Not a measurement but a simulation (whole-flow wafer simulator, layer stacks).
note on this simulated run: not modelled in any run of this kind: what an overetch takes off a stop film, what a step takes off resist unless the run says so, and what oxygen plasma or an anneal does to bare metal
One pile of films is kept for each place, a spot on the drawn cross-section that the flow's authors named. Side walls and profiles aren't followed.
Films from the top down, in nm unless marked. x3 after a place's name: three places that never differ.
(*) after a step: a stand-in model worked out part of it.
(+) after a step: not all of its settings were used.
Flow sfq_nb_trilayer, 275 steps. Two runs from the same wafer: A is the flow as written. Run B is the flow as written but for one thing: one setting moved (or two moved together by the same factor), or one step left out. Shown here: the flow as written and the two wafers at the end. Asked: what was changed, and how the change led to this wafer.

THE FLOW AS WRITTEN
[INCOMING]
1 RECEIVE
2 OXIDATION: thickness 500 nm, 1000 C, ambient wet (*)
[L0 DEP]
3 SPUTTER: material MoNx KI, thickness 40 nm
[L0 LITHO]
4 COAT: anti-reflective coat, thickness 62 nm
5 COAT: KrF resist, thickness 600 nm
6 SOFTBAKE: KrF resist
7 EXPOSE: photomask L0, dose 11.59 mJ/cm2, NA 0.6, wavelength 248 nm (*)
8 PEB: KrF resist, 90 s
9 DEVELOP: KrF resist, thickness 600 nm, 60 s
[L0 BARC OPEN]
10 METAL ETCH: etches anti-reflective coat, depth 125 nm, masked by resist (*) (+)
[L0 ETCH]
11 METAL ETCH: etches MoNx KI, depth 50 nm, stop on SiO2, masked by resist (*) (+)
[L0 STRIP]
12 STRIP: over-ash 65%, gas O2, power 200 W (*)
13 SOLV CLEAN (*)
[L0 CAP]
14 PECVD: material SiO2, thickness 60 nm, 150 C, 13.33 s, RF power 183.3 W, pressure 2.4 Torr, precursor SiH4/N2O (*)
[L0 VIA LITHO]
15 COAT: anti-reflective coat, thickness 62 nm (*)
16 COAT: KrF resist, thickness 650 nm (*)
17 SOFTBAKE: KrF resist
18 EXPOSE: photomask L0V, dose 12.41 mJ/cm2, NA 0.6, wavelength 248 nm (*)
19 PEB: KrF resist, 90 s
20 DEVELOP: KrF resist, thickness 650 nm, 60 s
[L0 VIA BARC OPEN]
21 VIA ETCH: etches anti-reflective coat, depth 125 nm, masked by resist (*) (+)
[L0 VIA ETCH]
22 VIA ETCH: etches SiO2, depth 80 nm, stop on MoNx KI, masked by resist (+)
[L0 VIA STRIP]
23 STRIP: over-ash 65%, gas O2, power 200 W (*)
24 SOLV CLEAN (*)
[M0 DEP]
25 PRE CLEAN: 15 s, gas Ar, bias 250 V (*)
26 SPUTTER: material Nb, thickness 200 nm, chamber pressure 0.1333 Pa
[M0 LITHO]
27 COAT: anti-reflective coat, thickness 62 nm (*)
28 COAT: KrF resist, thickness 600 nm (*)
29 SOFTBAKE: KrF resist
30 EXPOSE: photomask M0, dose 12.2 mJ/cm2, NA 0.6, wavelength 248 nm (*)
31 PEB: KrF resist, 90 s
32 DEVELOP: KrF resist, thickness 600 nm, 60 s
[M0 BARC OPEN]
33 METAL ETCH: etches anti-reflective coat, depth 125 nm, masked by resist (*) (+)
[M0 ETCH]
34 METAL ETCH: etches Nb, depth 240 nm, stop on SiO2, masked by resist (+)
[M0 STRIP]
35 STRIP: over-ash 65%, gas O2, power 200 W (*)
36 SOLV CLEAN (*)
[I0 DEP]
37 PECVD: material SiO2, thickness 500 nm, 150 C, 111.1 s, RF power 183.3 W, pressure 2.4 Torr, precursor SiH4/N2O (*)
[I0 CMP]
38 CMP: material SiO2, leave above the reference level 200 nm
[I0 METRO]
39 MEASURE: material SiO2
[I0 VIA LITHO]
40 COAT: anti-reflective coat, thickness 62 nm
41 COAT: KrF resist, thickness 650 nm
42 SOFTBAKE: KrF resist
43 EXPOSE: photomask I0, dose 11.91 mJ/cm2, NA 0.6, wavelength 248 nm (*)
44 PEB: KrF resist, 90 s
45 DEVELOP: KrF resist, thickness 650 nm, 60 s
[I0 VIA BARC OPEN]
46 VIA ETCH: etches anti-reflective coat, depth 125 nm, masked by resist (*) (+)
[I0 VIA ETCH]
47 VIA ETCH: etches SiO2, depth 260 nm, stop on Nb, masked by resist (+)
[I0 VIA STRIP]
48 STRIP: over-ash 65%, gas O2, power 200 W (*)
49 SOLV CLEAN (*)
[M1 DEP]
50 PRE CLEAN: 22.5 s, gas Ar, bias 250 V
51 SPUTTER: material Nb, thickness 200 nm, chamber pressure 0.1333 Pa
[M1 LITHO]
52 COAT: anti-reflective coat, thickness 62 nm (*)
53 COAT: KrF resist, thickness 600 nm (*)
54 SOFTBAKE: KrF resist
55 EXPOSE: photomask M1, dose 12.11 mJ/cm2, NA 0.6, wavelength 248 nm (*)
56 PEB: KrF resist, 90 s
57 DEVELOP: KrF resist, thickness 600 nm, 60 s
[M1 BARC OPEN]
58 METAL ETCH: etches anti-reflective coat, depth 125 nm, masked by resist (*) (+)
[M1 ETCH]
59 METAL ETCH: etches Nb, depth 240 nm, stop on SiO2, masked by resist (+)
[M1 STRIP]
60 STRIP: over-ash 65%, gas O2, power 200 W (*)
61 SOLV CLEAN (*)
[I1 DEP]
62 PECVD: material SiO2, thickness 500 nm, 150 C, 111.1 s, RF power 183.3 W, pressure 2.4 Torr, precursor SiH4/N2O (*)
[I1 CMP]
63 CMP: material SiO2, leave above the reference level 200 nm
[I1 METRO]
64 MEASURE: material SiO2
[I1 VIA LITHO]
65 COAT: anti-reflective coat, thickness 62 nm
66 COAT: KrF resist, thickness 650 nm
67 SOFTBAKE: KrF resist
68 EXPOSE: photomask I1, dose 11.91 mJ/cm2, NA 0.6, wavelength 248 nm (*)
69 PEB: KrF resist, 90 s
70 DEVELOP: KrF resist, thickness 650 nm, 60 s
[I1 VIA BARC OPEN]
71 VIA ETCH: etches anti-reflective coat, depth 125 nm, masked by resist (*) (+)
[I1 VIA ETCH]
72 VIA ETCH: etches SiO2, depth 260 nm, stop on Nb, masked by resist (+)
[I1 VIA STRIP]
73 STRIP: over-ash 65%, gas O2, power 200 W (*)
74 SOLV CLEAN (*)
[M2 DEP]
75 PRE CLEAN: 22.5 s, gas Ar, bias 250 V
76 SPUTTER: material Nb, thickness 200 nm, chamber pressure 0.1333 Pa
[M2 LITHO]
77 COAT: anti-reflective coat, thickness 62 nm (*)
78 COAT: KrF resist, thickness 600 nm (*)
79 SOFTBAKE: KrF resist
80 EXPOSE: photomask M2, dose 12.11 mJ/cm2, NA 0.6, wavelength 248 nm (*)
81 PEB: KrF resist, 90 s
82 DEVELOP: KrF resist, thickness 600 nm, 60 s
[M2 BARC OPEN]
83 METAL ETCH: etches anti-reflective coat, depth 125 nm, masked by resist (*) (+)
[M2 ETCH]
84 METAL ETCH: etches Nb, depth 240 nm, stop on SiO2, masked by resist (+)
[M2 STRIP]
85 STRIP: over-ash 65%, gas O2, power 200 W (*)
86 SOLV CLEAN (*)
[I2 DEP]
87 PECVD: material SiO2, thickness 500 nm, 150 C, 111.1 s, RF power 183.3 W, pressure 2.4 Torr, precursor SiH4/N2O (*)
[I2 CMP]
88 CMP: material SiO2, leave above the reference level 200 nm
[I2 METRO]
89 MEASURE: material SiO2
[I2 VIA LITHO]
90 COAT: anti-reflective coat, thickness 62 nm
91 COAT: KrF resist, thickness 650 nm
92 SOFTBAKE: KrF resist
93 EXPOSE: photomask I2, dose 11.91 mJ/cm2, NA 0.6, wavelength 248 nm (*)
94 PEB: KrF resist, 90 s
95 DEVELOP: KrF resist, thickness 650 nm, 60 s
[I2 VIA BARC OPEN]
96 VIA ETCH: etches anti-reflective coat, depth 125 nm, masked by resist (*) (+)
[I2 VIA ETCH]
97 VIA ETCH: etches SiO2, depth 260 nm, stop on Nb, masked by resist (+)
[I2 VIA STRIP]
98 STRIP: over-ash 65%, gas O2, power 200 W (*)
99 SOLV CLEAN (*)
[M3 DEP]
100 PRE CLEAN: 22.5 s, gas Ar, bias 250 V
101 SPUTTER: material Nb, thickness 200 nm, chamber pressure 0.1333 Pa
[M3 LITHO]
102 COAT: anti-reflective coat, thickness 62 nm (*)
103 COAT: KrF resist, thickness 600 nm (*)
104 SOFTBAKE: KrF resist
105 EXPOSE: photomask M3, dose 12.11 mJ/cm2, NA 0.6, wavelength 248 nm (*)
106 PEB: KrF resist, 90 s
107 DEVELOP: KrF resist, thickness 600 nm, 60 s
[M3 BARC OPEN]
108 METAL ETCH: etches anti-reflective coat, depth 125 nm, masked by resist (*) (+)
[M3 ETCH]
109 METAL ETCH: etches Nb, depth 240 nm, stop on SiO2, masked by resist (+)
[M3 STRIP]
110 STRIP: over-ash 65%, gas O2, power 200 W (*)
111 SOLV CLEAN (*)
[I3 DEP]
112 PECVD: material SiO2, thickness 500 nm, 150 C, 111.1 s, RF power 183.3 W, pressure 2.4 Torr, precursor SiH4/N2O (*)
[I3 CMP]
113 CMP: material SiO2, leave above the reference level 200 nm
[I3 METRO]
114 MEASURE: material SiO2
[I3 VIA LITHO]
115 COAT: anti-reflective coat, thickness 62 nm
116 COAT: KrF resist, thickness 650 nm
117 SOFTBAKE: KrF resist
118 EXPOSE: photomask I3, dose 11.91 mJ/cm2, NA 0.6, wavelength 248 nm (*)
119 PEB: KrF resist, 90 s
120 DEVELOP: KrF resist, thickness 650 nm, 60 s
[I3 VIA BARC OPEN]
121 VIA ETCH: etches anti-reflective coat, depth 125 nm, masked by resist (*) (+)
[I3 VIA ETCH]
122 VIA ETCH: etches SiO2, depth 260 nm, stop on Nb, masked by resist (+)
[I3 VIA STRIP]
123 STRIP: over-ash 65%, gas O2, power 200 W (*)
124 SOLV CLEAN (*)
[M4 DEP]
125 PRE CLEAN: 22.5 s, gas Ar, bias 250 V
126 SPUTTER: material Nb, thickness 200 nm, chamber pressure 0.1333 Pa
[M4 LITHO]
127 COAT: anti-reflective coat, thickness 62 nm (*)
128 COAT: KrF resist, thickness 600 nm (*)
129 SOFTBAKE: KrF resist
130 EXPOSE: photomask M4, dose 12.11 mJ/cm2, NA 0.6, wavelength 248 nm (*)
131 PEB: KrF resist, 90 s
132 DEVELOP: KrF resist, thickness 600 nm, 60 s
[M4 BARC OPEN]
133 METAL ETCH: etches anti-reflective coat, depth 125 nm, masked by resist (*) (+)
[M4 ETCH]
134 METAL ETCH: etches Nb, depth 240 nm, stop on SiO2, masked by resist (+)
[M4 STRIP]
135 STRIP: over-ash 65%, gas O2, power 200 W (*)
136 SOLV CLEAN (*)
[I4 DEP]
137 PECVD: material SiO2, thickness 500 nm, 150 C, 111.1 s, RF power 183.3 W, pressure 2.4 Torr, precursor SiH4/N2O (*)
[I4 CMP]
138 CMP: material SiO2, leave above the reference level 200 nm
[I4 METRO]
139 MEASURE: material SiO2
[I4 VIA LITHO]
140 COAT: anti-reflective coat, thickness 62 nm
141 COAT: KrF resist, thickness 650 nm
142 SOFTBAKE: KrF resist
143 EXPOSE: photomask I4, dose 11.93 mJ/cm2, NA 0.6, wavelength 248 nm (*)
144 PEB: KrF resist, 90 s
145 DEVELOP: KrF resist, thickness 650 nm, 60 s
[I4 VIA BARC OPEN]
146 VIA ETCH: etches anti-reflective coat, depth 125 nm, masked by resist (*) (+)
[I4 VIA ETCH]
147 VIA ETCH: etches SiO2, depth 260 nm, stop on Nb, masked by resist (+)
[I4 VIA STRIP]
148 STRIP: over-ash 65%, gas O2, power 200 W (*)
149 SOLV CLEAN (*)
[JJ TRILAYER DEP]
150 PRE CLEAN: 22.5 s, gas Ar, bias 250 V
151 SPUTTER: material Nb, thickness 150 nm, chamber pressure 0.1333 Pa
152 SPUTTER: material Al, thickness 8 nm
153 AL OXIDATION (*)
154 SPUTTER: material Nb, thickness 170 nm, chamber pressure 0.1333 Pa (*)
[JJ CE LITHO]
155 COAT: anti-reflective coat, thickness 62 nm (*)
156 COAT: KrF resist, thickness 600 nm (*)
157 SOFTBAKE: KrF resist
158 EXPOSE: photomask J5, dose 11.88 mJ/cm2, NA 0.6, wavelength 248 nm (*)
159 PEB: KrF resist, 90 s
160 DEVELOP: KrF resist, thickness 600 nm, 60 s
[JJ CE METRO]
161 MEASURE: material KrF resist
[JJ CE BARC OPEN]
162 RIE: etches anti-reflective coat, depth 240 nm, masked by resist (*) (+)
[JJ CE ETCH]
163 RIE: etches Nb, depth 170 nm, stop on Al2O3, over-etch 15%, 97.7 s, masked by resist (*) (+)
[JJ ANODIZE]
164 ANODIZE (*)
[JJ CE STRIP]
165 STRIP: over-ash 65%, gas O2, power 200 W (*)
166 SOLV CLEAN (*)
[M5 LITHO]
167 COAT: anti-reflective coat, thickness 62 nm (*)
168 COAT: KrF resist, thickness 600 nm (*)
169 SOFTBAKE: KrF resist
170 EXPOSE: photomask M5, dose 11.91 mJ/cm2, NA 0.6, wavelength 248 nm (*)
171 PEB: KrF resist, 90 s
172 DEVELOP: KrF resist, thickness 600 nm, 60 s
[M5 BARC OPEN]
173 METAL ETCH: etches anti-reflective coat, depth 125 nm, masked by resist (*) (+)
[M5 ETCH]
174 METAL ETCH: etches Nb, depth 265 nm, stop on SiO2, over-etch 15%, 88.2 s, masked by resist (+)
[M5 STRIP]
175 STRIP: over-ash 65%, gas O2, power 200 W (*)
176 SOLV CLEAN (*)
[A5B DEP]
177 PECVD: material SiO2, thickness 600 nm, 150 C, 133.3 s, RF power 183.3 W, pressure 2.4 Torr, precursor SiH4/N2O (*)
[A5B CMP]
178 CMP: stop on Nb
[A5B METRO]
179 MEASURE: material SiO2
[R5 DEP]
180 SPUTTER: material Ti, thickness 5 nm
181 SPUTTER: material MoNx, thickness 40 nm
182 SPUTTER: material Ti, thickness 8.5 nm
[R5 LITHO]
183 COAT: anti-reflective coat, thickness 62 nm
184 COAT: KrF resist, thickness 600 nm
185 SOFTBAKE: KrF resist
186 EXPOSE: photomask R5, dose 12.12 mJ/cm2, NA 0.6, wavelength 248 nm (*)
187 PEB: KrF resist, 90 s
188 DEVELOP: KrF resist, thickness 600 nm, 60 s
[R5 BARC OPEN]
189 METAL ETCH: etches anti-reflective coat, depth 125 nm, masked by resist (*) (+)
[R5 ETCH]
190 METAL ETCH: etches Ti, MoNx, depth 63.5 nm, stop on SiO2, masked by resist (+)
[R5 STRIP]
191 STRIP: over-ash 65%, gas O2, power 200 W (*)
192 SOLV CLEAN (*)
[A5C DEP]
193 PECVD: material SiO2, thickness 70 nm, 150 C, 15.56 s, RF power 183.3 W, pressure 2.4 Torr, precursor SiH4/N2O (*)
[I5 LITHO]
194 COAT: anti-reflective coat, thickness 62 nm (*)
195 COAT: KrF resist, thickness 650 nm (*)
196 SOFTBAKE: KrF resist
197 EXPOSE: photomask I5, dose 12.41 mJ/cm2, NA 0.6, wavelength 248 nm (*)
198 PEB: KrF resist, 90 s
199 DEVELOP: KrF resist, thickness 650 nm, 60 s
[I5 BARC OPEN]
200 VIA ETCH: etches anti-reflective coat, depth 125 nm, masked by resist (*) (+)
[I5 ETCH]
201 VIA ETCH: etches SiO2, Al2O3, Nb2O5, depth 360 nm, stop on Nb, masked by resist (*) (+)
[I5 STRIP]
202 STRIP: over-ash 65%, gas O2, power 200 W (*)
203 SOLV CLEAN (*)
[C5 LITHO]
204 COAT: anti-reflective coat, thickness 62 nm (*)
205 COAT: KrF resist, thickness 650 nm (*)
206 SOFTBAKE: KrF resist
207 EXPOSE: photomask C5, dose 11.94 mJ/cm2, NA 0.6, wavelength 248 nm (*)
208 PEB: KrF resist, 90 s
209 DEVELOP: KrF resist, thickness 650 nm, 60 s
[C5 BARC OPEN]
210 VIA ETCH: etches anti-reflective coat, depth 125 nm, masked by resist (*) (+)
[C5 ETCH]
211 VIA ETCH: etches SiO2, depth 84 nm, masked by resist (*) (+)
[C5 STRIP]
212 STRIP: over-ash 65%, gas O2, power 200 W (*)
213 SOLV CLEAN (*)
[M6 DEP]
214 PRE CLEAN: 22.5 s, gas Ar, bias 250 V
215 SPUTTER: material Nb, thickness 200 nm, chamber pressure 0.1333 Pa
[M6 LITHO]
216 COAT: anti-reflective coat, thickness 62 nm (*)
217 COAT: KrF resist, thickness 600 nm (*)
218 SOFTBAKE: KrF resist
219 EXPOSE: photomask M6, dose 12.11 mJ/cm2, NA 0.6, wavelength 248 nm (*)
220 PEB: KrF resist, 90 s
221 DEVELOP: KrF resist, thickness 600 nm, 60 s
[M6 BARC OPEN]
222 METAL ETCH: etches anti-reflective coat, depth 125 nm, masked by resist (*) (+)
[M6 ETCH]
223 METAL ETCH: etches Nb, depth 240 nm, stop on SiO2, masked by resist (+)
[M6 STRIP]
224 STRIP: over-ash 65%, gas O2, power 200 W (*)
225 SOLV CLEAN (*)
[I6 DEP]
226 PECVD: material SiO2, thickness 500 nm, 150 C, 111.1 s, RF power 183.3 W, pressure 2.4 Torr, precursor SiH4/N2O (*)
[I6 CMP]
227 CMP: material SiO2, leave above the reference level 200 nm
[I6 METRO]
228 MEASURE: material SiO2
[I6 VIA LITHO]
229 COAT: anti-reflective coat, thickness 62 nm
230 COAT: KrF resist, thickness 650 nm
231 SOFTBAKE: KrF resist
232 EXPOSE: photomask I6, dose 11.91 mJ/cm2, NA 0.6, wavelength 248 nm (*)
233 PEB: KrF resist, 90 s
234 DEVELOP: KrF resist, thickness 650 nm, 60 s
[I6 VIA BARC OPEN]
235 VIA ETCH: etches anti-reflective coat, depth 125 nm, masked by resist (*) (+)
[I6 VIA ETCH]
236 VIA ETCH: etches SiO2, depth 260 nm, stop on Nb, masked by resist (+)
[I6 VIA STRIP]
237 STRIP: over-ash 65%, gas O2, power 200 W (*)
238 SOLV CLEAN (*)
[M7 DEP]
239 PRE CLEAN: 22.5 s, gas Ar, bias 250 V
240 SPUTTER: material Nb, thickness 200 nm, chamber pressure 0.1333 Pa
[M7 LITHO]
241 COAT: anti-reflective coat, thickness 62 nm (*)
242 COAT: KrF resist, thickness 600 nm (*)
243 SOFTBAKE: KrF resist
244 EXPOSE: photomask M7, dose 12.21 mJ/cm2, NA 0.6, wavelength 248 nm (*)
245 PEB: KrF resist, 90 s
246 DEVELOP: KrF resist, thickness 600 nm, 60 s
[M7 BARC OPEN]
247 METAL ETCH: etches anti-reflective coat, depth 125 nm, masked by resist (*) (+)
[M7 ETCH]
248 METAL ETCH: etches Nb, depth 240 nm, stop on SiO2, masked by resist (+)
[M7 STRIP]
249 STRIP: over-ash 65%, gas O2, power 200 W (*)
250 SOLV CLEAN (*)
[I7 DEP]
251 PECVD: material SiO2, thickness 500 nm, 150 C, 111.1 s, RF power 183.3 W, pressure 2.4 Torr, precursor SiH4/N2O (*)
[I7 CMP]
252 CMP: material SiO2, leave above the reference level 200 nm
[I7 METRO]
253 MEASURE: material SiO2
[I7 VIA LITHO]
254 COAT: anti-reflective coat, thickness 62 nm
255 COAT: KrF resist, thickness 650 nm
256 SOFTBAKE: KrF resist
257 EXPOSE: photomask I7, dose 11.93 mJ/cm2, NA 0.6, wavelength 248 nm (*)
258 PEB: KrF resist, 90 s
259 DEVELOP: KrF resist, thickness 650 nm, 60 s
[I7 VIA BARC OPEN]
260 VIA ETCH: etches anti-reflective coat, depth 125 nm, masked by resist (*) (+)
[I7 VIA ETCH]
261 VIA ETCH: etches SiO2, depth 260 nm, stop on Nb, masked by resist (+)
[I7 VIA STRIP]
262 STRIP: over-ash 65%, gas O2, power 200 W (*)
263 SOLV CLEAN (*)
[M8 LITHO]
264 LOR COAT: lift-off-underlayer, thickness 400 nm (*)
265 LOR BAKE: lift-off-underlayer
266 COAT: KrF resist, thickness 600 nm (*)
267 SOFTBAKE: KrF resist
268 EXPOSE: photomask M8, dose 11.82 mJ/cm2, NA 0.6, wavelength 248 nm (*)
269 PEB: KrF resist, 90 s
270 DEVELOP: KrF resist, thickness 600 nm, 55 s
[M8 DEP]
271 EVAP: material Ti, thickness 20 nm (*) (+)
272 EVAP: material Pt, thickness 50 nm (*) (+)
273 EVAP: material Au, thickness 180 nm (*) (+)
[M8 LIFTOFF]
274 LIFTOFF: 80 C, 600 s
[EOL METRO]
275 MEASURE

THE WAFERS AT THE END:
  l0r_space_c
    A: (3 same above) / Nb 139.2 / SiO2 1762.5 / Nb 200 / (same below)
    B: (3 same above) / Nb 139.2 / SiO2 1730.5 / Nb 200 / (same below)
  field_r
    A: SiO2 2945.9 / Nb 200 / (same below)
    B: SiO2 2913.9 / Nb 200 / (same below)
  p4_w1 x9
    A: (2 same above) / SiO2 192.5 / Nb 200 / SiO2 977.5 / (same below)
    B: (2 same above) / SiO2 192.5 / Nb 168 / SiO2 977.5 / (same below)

The cause: step 101, SPUTTER: thickness 168 nm was run, where the flow has thickness 200 nm.
It can be read off the wafer: p4_w1 x9 has Nb 168, and step 101 as written asks for 200 nm.

How the change led to this, step by step:
  101 SPUTTER: material Nb, thickness 200 nm, chamber pressure 0.1333 Pa
      field_l, v_sur, via_wl and 102 more: A Nb +200 (new film) | B Nb +168 (new film)
      via_w: A Nb +165.5 | B Nb +138.8
  109 METAL ETCH: etches Nb, depth 240 nm, stop on SiO2, masked by resist (+)
      field_l, be, be_sur and 72 more: A Nb -200 (all of it) | B Nb -168 (all of it)
  112 PECVD: material SiO2, thickness 500 nm, 150 C, 111.1 s, RF power 183.3 W, pressure 2.4 Torr, precursor SiH4/N2O (*)
      p4_g1 x2, p3_s0 x6: A SiO2 +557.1 | B SiO2 +525.1
  113 CMP: material SiO2, leave above the reference level 200 nm
      field_l, be, be_sur and 64 more: A SiO2 -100 | B SiO2 -132
